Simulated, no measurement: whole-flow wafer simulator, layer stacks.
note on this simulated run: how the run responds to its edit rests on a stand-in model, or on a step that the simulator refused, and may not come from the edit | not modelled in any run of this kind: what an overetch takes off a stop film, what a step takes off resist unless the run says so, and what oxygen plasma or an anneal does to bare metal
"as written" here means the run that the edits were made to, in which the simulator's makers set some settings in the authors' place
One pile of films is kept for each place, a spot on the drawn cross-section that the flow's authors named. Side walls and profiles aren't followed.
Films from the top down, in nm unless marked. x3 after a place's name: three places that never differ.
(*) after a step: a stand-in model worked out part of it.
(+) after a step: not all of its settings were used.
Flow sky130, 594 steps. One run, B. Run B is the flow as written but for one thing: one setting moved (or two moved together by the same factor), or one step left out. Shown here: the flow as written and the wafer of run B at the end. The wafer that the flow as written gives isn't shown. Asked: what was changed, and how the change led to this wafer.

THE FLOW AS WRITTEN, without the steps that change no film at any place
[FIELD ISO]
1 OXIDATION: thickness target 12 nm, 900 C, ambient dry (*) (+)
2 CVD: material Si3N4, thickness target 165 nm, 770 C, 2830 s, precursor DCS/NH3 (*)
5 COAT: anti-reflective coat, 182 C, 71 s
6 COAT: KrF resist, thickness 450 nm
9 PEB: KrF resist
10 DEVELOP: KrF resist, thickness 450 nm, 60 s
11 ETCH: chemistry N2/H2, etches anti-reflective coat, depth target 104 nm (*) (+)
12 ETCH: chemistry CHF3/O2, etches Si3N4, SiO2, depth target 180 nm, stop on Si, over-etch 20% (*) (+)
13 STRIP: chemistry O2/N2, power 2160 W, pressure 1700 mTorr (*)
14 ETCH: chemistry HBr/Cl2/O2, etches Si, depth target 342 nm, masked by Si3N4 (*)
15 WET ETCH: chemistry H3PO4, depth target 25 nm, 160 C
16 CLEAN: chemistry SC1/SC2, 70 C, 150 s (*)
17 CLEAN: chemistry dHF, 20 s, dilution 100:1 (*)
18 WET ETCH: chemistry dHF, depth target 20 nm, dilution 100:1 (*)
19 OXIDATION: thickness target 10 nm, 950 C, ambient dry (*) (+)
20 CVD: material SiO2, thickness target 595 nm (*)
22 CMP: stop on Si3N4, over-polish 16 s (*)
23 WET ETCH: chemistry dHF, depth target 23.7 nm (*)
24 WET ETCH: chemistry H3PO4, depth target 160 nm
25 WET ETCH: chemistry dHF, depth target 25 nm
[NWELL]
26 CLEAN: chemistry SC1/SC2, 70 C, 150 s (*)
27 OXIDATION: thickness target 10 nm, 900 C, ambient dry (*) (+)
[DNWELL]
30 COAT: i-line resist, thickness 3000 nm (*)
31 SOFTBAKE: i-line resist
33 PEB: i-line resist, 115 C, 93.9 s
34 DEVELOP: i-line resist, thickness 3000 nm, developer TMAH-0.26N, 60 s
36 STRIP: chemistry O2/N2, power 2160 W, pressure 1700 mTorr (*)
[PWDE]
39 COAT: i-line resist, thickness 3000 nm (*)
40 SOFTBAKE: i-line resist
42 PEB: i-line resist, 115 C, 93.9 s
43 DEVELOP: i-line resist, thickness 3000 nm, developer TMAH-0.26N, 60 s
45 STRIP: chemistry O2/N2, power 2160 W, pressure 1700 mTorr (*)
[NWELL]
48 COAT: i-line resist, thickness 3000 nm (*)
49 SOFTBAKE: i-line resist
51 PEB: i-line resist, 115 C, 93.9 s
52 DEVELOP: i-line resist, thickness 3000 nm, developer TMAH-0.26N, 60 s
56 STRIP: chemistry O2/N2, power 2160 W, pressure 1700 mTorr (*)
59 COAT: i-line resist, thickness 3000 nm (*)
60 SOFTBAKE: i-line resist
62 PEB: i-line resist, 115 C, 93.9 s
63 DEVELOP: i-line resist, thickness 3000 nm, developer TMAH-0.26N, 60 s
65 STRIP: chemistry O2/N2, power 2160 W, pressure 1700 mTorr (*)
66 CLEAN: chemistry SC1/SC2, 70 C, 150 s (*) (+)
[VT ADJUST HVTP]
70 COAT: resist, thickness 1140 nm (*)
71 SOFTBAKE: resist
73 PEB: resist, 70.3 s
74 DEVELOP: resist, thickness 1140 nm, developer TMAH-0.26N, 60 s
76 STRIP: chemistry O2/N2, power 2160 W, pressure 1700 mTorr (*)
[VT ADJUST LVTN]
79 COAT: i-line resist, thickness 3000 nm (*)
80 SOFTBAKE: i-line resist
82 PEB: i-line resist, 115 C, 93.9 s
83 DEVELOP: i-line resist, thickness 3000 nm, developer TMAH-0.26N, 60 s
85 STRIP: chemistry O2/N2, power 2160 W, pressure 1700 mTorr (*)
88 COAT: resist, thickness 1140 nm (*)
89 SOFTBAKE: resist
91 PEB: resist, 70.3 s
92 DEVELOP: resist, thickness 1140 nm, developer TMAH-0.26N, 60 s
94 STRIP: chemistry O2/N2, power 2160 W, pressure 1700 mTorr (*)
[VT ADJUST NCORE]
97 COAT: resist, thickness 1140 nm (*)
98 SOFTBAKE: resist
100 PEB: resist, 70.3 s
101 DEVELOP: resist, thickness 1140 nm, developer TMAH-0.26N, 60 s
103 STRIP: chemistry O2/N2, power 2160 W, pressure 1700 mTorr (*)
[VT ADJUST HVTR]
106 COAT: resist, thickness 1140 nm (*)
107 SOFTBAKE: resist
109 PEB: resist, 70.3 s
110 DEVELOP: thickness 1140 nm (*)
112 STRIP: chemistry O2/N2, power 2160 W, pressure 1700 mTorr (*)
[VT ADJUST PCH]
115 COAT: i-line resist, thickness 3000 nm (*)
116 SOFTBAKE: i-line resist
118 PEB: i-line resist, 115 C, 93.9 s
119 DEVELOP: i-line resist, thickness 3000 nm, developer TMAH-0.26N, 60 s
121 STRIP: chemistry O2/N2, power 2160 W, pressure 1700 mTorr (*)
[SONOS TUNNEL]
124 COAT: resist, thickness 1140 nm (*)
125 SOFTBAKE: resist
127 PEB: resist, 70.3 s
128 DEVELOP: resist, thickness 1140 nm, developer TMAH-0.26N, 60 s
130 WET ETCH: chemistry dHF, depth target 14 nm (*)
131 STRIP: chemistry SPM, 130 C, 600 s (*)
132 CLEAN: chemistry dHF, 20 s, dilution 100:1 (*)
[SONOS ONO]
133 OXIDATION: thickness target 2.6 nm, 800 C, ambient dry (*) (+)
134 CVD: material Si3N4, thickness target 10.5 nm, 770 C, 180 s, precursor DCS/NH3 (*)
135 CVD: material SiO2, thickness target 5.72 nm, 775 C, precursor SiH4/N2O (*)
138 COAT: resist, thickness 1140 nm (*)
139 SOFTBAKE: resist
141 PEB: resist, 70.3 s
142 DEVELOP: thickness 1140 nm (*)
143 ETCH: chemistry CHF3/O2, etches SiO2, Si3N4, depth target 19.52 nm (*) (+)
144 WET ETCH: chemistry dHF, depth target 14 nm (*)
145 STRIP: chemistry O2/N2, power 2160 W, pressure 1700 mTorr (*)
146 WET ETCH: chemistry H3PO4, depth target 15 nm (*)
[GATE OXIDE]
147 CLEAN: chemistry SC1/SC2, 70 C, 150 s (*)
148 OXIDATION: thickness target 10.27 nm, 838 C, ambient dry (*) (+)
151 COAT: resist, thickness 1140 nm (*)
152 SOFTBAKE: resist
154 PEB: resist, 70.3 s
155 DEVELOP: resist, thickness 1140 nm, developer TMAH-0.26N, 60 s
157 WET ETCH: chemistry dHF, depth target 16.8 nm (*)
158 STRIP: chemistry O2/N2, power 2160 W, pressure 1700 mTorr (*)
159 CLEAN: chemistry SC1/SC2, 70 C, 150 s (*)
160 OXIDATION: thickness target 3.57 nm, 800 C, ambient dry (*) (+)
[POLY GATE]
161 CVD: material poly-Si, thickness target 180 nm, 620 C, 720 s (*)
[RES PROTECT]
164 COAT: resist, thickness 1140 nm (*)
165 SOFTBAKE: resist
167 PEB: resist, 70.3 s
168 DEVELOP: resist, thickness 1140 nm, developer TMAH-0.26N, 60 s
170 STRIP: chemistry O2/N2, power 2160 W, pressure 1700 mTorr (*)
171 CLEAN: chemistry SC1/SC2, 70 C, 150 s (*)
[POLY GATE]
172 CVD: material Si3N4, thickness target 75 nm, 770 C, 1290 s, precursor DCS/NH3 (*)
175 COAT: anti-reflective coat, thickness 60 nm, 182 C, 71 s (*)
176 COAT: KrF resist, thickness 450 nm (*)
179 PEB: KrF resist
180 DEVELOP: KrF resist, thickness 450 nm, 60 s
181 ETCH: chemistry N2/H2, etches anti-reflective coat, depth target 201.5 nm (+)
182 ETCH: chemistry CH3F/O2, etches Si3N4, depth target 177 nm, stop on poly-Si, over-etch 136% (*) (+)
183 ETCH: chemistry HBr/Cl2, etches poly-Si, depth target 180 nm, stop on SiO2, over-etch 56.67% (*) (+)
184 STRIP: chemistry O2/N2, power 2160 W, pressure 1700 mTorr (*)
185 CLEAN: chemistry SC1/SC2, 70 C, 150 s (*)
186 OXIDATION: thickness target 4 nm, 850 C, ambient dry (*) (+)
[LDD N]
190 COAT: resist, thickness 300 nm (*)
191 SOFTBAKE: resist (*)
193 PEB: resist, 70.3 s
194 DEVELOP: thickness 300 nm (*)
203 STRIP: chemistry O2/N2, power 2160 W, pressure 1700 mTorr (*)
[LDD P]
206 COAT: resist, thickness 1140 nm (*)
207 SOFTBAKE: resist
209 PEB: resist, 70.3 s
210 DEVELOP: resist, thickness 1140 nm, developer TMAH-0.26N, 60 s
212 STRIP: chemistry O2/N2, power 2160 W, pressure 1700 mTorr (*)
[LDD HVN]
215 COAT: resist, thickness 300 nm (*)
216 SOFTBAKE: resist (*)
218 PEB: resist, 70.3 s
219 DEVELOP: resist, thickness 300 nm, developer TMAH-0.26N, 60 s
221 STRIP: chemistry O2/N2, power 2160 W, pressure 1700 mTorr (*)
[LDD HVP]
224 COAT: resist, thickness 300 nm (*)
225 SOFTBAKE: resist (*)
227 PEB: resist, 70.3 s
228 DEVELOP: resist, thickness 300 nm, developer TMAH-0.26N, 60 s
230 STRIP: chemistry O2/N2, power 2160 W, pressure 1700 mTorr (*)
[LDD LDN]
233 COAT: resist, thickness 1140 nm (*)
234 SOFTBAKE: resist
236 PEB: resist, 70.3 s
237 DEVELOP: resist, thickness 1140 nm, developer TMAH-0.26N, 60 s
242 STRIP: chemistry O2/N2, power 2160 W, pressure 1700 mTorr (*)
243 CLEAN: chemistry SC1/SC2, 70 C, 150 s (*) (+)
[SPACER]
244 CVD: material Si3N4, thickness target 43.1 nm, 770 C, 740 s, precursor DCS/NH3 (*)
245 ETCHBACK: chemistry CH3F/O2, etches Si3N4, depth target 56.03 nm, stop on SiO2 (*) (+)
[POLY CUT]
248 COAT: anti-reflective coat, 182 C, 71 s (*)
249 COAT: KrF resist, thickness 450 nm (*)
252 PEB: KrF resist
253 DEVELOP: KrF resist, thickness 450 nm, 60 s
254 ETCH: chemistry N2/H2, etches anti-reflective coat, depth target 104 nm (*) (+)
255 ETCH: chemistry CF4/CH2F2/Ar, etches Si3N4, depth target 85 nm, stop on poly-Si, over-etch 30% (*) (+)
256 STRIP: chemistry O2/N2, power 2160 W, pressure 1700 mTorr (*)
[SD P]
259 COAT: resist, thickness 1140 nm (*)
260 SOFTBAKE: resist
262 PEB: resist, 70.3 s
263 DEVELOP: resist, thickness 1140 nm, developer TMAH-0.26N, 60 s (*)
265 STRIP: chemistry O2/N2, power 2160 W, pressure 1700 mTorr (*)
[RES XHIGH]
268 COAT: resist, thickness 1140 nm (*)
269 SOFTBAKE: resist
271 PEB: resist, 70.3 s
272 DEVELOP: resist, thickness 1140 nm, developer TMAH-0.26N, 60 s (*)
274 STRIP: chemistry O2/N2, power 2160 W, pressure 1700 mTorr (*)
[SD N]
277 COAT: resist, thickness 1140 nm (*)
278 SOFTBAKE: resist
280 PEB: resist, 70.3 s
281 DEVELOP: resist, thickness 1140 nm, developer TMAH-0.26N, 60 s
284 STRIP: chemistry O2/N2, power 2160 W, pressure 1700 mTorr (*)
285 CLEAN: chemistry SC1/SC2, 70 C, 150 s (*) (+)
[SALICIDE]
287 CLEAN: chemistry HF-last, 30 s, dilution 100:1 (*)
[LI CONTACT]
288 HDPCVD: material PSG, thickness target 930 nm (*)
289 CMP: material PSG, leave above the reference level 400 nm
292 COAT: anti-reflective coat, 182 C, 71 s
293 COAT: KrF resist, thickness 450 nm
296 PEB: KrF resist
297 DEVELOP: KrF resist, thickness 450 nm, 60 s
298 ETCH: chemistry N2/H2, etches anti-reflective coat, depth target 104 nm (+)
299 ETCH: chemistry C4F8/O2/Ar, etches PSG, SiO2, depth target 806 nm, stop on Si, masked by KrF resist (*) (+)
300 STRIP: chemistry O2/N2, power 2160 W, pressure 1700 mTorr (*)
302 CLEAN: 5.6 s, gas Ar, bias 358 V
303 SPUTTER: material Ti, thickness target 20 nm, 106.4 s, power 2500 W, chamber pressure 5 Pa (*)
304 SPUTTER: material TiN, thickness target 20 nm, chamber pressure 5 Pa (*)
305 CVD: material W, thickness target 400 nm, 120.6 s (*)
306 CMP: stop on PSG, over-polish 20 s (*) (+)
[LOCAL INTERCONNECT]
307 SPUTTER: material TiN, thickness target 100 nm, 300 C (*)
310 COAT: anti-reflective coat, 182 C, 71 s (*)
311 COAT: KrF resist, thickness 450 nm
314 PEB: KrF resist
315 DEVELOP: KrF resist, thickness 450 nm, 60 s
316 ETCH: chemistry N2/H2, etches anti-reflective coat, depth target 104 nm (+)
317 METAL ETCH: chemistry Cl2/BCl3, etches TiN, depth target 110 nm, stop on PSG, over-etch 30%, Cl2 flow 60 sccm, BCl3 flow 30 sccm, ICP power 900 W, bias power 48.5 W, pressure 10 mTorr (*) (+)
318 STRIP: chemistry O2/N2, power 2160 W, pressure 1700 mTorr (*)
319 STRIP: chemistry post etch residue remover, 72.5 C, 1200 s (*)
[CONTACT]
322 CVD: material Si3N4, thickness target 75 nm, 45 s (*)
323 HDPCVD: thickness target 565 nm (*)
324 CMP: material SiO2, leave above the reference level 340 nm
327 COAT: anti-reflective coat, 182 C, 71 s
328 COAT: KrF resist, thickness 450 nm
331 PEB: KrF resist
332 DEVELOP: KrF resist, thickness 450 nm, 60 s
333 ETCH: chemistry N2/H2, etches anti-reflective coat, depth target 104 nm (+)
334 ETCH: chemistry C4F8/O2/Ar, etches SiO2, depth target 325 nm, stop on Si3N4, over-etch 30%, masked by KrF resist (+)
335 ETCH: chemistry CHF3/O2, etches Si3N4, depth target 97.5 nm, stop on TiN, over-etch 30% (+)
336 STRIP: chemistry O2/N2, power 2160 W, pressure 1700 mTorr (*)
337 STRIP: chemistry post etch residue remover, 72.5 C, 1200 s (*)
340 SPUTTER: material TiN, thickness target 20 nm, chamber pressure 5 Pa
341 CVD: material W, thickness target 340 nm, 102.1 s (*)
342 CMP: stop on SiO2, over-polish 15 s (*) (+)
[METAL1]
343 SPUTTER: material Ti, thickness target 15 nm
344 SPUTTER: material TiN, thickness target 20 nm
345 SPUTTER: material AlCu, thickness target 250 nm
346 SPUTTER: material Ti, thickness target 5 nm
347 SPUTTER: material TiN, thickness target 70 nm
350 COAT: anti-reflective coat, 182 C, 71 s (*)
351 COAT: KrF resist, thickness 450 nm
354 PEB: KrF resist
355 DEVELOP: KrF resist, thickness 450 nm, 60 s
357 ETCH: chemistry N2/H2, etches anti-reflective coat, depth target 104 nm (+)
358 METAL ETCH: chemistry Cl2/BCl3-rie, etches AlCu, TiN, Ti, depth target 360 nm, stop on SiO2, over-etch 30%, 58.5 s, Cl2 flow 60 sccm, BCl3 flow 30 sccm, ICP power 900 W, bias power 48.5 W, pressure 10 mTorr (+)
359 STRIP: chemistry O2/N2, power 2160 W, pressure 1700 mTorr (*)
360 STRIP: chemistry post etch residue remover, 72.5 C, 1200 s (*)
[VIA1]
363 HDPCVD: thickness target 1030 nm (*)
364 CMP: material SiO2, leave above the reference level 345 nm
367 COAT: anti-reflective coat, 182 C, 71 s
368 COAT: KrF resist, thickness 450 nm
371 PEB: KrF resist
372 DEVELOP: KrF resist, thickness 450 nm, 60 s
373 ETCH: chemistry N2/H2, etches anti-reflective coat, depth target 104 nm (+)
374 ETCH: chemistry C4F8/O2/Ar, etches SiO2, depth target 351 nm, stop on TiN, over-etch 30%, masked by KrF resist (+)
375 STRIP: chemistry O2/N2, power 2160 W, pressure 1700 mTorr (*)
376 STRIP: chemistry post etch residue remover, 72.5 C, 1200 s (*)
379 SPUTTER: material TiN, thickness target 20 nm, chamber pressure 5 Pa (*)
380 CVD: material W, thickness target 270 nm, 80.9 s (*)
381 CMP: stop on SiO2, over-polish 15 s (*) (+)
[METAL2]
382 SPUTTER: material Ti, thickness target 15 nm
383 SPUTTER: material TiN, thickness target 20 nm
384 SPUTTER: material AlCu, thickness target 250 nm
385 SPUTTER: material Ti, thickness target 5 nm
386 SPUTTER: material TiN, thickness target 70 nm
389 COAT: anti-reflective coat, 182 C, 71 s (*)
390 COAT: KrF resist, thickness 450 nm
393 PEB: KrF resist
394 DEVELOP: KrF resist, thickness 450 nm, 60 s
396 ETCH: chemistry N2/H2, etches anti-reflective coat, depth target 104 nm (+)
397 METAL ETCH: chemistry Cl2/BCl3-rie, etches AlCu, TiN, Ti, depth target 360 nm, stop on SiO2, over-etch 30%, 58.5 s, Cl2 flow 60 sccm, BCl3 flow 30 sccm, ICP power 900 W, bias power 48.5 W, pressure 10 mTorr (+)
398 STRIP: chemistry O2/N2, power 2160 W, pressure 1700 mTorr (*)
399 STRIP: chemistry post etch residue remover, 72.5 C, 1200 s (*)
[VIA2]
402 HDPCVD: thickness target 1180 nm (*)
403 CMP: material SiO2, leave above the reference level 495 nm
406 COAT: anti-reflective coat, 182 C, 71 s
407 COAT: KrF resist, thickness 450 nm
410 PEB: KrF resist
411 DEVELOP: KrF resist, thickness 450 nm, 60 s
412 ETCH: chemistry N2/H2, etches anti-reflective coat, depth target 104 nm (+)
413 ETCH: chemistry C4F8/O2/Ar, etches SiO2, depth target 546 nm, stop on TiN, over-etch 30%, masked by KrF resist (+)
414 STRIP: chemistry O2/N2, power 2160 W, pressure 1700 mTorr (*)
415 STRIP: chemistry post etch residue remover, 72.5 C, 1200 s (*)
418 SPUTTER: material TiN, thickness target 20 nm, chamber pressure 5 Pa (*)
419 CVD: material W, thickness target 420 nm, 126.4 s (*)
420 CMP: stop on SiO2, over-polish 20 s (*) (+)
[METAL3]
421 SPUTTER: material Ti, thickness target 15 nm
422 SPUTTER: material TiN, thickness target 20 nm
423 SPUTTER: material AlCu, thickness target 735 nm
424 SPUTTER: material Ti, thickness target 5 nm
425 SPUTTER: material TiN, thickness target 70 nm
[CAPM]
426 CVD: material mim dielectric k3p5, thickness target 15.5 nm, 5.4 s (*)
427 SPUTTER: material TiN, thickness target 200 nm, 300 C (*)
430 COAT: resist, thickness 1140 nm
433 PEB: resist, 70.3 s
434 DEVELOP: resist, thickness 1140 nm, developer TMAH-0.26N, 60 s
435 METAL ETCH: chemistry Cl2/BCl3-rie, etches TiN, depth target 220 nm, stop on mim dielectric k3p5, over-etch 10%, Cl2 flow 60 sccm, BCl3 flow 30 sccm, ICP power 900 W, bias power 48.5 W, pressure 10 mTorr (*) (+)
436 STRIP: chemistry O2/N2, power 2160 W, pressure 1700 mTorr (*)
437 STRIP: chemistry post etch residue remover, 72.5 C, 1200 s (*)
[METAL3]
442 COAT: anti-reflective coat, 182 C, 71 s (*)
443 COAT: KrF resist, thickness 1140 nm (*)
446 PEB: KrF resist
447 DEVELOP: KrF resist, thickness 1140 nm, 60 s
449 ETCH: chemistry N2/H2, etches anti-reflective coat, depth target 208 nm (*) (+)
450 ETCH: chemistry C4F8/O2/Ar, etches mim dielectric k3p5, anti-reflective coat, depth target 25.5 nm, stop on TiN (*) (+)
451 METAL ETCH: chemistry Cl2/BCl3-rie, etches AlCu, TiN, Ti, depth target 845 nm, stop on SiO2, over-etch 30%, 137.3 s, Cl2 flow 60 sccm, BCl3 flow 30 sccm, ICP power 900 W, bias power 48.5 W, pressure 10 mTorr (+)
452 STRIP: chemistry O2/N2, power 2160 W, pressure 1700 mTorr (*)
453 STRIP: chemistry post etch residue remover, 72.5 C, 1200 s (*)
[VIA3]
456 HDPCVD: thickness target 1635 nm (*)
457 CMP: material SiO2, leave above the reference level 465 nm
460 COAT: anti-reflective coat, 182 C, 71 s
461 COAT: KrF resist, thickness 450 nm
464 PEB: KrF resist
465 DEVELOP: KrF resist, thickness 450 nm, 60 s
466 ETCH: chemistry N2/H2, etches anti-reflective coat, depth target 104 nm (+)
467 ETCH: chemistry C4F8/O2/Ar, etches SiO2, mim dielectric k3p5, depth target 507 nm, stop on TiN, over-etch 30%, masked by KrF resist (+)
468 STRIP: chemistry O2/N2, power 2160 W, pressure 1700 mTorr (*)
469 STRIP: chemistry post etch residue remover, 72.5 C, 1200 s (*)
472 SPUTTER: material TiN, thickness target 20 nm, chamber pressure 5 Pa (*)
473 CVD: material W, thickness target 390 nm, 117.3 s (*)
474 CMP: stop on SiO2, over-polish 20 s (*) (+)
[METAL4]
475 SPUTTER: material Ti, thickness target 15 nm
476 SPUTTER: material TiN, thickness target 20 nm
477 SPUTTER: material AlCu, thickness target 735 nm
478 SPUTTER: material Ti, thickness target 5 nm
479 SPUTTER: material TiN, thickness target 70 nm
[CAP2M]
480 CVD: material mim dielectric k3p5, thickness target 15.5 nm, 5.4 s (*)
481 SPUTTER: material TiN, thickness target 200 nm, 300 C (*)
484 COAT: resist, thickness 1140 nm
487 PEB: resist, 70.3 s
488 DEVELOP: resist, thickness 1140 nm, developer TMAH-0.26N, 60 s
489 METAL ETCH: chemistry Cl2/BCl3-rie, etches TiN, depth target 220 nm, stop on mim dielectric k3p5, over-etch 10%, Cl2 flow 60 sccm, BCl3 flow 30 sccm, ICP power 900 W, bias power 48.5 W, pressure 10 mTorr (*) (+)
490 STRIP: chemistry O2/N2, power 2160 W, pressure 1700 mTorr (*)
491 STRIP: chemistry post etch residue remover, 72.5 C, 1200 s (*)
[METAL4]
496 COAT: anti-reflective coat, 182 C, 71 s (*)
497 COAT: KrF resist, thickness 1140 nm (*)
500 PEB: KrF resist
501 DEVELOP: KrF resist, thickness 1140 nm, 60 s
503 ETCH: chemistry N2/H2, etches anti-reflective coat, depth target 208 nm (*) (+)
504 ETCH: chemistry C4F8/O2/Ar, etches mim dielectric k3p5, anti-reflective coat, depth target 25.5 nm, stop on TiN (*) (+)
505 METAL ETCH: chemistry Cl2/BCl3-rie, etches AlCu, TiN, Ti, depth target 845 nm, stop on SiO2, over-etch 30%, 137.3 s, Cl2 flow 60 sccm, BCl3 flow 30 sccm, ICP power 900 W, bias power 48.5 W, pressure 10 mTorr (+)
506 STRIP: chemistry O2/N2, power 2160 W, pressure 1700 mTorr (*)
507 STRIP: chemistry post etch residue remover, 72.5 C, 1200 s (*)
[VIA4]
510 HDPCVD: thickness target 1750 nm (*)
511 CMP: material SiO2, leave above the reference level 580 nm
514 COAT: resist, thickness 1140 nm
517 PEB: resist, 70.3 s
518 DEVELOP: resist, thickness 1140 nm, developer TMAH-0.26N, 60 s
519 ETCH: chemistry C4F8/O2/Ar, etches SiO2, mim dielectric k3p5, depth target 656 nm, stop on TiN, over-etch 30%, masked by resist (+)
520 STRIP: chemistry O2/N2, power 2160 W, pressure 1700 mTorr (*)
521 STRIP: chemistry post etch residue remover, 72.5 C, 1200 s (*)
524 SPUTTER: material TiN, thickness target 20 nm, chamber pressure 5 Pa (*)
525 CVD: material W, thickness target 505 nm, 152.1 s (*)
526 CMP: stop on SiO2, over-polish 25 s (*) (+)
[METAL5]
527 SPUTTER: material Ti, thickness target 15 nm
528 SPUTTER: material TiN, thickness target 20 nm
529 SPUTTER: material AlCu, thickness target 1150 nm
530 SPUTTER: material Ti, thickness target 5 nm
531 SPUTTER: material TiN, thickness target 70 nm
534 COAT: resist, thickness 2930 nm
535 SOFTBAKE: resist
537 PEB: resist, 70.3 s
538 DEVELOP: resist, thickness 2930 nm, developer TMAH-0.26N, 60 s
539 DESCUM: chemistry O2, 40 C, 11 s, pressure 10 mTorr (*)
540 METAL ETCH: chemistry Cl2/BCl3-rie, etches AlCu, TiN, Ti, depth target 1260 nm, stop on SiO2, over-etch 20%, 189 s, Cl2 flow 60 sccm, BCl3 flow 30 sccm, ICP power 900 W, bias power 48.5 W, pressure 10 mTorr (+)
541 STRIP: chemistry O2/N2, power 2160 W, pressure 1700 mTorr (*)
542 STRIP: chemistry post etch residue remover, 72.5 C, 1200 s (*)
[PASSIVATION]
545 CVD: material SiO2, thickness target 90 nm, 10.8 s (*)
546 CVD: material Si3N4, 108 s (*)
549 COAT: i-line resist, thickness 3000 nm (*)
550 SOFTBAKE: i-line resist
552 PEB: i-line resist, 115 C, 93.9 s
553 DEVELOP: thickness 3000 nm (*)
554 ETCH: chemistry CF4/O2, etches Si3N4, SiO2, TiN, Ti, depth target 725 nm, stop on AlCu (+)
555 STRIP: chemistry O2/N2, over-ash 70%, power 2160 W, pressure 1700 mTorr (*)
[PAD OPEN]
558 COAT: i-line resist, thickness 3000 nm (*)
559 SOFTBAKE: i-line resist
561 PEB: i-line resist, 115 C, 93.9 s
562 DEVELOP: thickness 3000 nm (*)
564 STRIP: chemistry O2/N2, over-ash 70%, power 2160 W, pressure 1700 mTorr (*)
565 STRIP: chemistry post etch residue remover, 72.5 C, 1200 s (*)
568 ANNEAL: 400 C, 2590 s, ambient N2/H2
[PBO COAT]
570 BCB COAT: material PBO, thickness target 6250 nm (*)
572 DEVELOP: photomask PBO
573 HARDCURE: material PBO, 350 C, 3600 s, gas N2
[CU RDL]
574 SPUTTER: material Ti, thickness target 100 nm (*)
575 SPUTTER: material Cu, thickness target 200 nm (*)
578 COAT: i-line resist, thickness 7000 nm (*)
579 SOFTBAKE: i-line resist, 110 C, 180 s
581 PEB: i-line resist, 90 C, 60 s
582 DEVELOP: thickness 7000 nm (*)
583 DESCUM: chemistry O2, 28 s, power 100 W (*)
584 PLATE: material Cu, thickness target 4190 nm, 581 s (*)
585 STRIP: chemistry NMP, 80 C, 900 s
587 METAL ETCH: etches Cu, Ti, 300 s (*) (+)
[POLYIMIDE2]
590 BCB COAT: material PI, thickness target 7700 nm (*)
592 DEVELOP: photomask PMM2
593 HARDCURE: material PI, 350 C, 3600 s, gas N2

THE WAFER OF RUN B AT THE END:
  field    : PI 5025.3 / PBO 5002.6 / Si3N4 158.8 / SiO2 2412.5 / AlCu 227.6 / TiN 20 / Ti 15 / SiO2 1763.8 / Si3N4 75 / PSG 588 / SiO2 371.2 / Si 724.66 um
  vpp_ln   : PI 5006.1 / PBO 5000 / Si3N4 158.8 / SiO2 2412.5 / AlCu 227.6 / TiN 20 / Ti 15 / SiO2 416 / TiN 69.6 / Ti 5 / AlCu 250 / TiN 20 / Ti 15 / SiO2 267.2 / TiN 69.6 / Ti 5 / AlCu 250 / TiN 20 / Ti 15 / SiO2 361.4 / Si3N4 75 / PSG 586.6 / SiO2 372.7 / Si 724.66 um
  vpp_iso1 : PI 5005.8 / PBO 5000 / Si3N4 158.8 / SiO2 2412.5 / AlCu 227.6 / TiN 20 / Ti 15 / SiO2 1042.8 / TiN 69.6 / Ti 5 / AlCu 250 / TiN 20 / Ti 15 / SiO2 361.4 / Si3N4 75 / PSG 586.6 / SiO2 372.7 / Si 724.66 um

The cause: step 451, METAL ETCH: depth target 443.6 nm was run, where the flow has depth target 845 nm; step 451, METAL ETCH: 72.1 s was run, where the flow has 137.3 s.

How the change led to this, step by step:
  451 METAL ETCH: chemistry Cl2/BCl3-rie, etches AlCu, TiN, Ti, depth target 845 nm, stop on SiO2, over-etch 30%, 137.3 s, Cl2 flow 60 sccm, BCl3 flow 30 sccm, ICP power 900 W, bias power 48.5 W, pressure 10 mTorr (+)
      field, gate, spacer and 68 more: TiN -70 (all of it), Ti -5 (all of it), AlCu -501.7 (as written it would be: TiN -70 (all of it), Ti -5 (all of it), AlCu -735 (all of it), TiN -20 (all of it), Ti -15 (all of it), SiO2 -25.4)
      active, vpp_ln, vpp_iso2 and 11 more: TiN -70 (all of it), Ti -5 (all of it), AlCu -501.7 (as written it would be: TiN -70 (all of it), Ti -5 (all of it), AlCu -735 (all of it), TiN -20 (all of it), Ti -15 (all of it), SiO2 -25.3)
      (and at 107 more places)
  452 STRIP: chemistry O2/N2, power 2160 W, pressure 1700 mTorr (*)
      n_well, p_well, gate_hv and 81 more: KrF resist -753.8 (all of it), anti-reflective coat -80 (all of it) (as written it would be: KrF resist -492.9 (all of it), anti-reflective coat -80 (all of it))
      m1, via2_hole: KrF resist -753.9 (all of it), anti-reflective coat -80.5 (all of it) (as written it would be: KrF resist -493 (all of it), anti-reflective coat -80.5 (all of it))
      (and at 21 more places)
  453 STRIP: chemistry post etch residue remover, 72.5 C, 1200 s (*)
      field, active, gate and 82 more: AlCu -5.72 (as written it would be: nothing)
  456 HDPCVD: thickness target 1635 nm (*)
      field, active, gate and 82 more: SiO2 +1635 (new film) (as written it would be: SiO2 +1635)
  457 CMP: material SiO2, leave above the reference level 465 nm
      field, active, gate and 82 more: SiO2 -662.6 (as written it would be: SiO2 -374.7)
Counting metal films that touch as one body, field has 1 body; the flow as written gives 0 bodies.
Counting metal films that touch as one body, vpp_ln has 3 bodies (between them, from the top down: SiO2 416; SiO2 267.2); the flow as written gives 2 bodies (between them, from the top down: SiO2 267.2).
Counting metal films that touch as one body, vpp_iso1 has 2 bodies (between them, from the top down: SiO2 1042.8); the flow as written gives 1 body.
